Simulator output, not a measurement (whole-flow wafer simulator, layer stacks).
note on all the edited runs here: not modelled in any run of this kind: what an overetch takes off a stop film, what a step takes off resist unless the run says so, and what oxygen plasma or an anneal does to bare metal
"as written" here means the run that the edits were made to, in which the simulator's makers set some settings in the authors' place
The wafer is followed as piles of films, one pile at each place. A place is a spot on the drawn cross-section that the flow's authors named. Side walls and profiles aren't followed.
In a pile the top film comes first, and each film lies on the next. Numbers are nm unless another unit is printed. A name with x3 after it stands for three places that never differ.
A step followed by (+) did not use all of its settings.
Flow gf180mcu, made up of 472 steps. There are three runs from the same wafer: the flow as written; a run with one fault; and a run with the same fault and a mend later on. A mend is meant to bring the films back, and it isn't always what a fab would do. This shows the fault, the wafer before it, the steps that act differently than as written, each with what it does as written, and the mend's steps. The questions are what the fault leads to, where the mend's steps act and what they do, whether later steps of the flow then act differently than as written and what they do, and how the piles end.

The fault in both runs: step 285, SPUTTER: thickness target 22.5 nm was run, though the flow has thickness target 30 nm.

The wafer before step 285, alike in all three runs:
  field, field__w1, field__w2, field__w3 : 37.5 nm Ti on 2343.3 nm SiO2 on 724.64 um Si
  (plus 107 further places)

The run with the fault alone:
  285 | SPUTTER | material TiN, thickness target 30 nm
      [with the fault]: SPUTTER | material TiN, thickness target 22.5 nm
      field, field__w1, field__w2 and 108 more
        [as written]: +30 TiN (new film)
        [with the fault]: +22.5 TiN (new film)
  Steps later in the flow that act otherwise than as written:
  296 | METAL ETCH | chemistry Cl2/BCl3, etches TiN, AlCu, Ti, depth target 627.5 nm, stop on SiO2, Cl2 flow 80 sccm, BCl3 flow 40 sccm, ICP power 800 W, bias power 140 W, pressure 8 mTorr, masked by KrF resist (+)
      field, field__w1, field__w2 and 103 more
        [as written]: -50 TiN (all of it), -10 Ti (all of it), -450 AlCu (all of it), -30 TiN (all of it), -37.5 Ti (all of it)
        [with the fault]: -50 TiN (all of it), -10 Ti (all of it), -450 AlCu (all of it), -22.5 TiN (all of it), -37.5 Ti (all of it)
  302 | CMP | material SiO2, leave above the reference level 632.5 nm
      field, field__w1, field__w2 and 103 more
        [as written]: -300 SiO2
        [with the fault]: -307.5 SiO2
  At field__w8, contact, m1, m1__w1, m1_nw, the piles at the end differ from the flow's by more than 2% or 0.5 nm, whichever is larger.
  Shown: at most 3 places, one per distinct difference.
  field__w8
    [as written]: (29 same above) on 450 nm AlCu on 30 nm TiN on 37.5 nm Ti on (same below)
    [with the fault]: (29 same above) on 450 nm AlCu on 22.5 nm TiN on 37.5 nm Ti on (same below)
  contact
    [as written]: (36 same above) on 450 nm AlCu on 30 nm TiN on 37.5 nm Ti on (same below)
    [with the fault]: (36 same above) on 450 nm AlCu on 22.5 nm TiN on 37.5 nm Ti on (same below)

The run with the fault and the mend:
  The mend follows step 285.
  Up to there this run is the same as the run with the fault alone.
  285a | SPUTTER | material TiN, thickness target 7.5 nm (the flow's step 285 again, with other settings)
      field, field__w1, field__w2 and 108 more
        +7.5 TiN
  None of the later steps of the flow acts differently than as written at any place that is followed.
  The piles end the same as the flow's at every place that both follow.
